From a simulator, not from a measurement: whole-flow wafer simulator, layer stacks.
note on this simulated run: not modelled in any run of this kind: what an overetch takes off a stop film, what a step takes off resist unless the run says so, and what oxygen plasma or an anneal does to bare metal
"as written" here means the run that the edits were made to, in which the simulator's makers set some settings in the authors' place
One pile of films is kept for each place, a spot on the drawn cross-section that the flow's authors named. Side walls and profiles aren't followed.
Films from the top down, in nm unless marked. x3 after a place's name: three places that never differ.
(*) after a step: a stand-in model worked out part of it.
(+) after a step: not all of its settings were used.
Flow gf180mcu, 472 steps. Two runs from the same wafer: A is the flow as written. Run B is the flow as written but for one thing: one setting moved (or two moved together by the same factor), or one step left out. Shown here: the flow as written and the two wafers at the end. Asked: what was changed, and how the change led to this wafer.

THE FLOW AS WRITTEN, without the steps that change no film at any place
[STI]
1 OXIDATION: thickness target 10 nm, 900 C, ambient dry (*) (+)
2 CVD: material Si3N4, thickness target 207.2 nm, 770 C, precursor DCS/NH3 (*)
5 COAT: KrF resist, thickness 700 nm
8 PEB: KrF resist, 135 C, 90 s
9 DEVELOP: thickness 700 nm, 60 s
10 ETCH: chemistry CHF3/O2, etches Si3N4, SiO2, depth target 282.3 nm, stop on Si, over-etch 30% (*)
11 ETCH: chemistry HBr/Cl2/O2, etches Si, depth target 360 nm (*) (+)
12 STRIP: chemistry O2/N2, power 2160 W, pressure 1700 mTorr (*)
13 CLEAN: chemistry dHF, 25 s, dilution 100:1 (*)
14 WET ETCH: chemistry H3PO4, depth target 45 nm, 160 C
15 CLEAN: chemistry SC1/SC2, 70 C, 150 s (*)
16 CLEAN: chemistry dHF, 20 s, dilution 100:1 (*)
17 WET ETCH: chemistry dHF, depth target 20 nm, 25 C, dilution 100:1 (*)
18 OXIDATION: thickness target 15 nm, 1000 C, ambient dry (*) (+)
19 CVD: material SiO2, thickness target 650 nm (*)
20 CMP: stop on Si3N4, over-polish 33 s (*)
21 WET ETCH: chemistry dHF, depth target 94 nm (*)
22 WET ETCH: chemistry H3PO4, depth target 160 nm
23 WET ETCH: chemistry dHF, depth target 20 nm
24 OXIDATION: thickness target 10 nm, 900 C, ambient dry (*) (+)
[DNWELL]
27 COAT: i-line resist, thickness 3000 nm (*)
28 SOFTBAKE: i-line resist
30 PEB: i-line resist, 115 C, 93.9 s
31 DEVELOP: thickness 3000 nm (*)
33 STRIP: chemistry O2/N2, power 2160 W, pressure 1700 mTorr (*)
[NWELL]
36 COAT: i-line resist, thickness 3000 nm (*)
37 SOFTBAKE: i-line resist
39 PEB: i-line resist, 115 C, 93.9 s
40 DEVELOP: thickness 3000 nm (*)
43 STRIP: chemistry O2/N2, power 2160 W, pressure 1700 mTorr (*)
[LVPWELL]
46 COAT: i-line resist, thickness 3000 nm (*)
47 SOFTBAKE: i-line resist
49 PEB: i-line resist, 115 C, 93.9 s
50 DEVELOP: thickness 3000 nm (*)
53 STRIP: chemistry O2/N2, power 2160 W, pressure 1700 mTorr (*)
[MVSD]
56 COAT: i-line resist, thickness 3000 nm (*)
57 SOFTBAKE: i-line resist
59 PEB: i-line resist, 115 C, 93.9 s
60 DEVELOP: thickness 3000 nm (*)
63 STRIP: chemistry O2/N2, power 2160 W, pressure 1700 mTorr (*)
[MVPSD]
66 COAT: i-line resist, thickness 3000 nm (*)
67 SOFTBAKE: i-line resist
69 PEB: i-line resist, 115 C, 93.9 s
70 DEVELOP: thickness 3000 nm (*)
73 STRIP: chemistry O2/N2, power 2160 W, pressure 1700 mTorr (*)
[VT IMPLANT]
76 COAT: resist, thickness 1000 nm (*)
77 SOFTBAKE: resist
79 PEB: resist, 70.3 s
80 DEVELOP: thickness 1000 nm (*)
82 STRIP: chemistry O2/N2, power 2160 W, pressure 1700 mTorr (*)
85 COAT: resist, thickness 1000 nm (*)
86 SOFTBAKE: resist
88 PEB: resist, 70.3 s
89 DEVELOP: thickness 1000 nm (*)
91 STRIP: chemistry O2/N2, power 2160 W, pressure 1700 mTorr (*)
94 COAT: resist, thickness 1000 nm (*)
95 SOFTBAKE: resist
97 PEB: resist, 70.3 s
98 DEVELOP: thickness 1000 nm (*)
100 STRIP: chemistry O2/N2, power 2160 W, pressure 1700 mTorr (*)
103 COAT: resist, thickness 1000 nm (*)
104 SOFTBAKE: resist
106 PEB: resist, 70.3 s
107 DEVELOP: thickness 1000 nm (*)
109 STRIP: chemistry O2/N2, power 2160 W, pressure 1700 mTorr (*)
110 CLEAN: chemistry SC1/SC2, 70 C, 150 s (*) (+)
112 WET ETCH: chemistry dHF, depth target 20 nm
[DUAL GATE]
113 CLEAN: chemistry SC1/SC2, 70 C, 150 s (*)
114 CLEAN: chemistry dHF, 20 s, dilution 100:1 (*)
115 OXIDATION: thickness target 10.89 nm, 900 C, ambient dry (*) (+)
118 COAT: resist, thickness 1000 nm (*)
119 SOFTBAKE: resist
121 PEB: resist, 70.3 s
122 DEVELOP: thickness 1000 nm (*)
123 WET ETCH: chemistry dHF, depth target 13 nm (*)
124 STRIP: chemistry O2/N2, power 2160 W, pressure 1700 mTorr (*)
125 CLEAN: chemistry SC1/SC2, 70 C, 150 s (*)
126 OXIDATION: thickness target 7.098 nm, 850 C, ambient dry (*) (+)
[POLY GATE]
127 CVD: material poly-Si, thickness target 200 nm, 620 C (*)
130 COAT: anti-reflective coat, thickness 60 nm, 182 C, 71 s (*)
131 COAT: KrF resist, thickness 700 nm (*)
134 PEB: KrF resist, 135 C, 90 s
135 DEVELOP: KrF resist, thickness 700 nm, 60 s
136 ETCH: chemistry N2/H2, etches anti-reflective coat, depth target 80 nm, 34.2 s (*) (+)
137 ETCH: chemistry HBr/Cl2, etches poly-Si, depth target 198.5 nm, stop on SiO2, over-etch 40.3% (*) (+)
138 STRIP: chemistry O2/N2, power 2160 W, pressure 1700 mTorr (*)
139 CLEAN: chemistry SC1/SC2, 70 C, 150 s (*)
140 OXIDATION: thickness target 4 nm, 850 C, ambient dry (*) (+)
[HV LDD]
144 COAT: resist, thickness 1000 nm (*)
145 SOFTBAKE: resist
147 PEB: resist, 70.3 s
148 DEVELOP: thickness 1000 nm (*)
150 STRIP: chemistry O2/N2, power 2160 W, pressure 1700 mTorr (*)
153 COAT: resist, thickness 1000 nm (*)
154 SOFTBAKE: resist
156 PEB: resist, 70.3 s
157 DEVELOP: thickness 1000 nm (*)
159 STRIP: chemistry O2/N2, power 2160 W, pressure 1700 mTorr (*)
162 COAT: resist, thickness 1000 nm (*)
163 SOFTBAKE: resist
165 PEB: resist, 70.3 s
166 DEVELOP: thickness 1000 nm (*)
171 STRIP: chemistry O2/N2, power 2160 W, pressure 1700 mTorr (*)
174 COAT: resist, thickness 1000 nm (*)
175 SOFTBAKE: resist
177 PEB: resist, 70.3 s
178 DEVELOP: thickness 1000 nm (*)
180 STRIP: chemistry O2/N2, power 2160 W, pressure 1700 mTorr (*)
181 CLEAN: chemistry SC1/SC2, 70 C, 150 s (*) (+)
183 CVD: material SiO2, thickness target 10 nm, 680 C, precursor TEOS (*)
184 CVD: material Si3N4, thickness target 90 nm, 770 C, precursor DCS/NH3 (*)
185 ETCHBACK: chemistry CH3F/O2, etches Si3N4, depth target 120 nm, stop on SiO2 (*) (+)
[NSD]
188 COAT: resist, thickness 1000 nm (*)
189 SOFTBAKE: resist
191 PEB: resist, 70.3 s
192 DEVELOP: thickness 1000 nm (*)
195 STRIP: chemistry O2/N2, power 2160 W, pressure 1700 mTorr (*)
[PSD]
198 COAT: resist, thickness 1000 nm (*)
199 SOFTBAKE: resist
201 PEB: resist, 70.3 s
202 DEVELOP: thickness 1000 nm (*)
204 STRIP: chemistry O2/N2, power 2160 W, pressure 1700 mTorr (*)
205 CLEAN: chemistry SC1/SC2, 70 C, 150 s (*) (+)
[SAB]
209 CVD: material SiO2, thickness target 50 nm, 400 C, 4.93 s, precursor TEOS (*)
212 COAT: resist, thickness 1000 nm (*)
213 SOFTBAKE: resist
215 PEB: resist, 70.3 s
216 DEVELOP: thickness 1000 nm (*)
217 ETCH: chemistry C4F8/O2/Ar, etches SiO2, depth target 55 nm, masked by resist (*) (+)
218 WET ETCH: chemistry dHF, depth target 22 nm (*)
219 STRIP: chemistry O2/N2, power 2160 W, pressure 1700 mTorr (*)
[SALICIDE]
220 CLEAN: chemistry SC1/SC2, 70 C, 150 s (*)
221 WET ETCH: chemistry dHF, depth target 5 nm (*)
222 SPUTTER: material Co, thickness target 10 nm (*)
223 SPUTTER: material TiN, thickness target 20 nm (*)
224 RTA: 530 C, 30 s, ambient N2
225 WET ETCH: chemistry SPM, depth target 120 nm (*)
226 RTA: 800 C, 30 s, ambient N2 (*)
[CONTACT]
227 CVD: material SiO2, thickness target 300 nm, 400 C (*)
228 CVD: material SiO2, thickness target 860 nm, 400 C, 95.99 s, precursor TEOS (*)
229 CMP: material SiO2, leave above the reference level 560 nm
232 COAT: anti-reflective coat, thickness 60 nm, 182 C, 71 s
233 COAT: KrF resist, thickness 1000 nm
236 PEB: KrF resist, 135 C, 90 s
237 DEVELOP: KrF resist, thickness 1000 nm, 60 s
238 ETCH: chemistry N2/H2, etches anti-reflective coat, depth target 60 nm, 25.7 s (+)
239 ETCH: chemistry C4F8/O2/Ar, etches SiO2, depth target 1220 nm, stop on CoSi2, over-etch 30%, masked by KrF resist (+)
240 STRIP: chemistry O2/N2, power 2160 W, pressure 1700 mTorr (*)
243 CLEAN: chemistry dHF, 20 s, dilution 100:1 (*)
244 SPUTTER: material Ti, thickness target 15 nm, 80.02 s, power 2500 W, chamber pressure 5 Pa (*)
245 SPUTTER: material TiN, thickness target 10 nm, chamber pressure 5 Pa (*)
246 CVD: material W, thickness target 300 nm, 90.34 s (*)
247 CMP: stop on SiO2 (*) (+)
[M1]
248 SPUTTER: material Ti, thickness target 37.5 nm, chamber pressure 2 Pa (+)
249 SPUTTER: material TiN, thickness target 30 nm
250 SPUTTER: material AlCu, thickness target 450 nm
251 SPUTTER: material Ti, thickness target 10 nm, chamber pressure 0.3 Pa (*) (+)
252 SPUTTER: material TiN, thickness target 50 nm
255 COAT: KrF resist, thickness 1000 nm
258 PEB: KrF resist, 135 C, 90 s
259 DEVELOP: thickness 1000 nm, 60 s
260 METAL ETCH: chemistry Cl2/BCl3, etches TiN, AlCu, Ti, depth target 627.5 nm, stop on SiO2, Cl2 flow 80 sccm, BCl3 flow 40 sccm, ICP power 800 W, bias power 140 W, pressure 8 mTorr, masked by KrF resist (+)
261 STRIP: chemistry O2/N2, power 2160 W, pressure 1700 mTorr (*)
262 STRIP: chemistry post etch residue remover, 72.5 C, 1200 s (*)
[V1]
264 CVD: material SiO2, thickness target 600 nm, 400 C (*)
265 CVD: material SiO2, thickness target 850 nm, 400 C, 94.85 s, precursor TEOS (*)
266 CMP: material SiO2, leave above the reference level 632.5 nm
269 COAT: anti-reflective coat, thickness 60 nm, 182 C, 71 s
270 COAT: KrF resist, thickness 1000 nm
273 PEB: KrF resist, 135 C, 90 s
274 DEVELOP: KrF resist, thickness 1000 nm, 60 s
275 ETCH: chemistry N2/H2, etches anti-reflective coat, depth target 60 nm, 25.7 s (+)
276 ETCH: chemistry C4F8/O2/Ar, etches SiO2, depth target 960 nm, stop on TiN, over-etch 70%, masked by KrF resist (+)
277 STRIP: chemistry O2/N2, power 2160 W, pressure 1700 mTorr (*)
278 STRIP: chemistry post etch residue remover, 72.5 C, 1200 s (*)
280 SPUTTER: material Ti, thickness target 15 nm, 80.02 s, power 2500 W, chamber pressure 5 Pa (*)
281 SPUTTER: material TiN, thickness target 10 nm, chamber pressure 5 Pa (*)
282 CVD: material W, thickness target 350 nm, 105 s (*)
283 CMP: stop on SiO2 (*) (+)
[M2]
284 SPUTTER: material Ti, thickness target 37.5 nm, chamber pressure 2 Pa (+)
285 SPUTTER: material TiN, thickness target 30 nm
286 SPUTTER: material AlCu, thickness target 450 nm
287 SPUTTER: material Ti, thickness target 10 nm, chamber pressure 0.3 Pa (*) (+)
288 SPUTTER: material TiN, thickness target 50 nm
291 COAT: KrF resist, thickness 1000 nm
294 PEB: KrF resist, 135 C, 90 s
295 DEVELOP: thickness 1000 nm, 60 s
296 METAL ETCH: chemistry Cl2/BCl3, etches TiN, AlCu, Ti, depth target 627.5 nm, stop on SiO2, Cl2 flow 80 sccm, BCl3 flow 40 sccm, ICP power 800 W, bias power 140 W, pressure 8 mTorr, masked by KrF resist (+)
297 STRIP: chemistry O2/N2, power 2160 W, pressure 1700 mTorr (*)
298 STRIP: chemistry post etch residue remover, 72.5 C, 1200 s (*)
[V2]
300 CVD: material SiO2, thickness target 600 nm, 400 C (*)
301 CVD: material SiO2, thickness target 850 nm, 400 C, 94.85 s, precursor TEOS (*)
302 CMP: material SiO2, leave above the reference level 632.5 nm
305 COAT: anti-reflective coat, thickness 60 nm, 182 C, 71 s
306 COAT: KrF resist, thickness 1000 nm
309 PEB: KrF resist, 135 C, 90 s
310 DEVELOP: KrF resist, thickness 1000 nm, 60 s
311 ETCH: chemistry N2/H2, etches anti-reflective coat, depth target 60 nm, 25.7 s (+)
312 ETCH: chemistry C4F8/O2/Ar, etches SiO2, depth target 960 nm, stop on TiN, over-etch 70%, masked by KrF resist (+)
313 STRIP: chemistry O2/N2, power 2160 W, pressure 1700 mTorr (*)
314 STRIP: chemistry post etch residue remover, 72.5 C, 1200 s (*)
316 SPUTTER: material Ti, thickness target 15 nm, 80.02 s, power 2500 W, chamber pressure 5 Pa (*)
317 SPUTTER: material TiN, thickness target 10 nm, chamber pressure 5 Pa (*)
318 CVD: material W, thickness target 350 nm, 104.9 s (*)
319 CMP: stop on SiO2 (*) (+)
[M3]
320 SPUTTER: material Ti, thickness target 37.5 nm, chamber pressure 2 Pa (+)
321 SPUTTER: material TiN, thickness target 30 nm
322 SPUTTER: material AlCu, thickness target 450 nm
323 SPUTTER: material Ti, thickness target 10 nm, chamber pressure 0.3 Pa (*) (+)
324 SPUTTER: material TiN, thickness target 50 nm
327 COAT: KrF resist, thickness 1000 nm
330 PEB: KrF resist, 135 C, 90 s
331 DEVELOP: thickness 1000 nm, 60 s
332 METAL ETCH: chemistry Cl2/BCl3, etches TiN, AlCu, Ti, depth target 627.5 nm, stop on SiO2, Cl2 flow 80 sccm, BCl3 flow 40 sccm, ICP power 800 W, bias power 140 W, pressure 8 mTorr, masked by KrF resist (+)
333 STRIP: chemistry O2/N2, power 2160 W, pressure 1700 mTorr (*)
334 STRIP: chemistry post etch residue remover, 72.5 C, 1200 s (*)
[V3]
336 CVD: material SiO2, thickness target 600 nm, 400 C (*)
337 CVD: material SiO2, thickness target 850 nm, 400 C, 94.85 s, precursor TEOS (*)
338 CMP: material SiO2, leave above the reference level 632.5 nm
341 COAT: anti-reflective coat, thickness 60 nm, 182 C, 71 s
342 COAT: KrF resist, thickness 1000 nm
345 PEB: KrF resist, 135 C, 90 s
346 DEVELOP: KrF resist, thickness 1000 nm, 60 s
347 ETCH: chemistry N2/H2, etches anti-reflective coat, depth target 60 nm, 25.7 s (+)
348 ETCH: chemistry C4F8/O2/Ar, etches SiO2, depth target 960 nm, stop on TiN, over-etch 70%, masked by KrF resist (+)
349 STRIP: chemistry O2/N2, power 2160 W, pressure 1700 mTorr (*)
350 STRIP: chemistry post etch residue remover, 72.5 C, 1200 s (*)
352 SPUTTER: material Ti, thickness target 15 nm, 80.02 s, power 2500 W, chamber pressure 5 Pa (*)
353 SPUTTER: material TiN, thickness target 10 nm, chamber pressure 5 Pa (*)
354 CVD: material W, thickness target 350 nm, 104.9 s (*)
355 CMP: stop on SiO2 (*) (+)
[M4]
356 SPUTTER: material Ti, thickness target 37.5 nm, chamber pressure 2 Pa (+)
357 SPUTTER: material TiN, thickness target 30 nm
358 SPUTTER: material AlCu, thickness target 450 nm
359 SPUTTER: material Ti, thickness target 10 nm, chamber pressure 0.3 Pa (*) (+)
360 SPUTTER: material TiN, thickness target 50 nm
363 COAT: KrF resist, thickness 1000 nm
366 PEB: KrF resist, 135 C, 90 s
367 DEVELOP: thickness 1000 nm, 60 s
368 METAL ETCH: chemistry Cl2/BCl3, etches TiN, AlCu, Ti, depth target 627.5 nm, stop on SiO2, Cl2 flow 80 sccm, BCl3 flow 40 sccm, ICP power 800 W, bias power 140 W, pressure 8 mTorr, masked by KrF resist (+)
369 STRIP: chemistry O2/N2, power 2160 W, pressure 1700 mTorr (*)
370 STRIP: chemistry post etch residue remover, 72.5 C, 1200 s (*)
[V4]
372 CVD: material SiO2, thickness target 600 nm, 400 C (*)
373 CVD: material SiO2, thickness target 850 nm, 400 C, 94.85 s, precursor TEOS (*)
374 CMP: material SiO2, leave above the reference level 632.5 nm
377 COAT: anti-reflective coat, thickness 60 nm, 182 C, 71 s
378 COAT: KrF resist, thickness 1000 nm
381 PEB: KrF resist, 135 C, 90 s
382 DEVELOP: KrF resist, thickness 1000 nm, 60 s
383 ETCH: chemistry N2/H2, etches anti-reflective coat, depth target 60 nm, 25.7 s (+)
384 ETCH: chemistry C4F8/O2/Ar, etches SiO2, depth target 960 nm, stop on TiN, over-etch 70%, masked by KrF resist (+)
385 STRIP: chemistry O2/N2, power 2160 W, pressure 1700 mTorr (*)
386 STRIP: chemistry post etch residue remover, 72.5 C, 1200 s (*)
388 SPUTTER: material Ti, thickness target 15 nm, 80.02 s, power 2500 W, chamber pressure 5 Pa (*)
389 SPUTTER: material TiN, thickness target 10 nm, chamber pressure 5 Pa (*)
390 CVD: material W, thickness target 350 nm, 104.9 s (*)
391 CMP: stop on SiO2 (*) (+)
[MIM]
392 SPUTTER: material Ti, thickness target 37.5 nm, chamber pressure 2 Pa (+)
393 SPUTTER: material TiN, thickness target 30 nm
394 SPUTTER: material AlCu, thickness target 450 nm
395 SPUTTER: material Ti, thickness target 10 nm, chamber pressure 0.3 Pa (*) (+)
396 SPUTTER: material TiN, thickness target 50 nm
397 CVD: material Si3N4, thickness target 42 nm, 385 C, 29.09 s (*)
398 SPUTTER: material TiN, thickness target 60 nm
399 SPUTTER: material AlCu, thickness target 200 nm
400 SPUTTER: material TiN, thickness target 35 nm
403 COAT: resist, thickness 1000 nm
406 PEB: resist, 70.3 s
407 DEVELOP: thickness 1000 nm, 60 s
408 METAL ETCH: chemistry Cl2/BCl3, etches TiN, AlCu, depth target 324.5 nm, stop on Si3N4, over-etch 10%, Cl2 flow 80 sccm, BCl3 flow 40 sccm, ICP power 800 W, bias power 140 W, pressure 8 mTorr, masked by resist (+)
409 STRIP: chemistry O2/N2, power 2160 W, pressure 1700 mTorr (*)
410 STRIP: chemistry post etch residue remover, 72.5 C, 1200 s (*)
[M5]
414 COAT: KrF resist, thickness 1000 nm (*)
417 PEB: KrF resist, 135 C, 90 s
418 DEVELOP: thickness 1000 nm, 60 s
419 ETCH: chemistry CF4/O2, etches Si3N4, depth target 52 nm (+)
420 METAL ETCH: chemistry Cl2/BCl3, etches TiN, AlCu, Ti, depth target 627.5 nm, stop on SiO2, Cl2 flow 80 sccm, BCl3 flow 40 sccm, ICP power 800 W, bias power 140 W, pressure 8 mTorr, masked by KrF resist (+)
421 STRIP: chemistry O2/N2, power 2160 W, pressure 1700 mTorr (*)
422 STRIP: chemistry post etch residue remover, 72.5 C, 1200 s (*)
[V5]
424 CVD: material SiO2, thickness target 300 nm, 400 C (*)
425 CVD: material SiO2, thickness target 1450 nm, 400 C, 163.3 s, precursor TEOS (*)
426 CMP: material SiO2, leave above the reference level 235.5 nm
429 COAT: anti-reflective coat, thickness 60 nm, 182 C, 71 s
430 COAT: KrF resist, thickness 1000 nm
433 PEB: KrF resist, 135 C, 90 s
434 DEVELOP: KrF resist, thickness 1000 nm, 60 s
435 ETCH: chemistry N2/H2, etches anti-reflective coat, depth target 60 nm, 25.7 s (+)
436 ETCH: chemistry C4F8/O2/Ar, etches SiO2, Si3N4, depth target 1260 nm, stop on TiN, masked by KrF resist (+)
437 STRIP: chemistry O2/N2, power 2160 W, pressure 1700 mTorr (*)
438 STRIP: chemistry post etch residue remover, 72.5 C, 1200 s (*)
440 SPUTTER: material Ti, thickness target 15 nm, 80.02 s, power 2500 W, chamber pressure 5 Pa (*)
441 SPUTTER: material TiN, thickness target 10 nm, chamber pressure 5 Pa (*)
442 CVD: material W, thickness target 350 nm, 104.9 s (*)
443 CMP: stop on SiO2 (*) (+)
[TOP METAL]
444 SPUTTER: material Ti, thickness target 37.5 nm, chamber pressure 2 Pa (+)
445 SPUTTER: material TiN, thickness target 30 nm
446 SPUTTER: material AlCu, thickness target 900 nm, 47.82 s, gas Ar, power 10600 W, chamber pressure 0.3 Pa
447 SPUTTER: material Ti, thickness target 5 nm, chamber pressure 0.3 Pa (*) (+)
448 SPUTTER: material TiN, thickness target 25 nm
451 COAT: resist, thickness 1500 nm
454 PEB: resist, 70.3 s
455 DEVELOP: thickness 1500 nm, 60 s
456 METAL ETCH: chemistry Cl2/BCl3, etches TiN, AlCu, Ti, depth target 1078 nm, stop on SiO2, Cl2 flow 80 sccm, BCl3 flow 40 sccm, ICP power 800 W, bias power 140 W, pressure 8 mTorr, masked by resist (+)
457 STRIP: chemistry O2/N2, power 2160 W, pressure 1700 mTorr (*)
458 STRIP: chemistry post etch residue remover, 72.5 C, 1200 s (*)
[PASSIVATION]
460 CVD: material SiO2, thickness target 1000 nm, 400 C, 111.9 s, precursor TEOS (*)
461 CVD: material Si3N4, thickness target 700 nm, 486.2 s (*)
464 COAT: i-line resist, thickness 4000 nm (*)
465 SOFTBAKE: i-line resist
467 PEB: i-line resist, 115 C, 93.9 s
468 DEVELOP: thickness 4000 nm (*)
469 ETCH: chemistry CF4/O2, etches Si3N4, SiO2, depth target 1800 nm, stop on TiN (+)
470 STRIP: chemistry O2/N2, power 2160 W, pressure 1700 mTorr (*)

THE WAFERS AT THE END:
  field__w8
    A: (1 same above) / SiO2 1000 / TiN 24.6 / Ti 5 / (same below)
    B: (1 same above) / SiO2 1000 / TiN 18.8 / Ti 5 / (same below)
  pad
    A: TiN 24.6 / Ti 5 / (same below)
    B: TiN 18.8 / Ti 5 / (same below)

The cause: step 448, SPUTTER: thickness target 19.2 nm was run, where the flow has thickness target 25 nm.

How the change led to this, step by step:
  448 SPUTTER: material TiN, thickness target 25 nm
      field, field__w1, field__w2 and 109 more: A TiN +25 (new film) | B TiN +19.2 (new film)
  456 METAL ETCH: chemistry Cl2/BCl3, etches TiN, AlCu, Ti, depth target 1078 nm, stop on SiO2, Cl2 flow 80 sccm, BCl3 flow 40 sccm, ICP power 800 W, bias power 140 W, pressure 8 mTorr, masked by resist (+)
      field, field__w1, field__w2 and 103 more: A TiN -25 (all of it), Ti -5 (all of it), AlCu -900 (all of it), TiN -30 (all of it), Ti -37.5 (all of it) | B TiN -19.2 (all of it), Ti -5 (all of it), AlCu -900 (all of it), TiN -30 (all of it), Ti -37.5 (all of it)
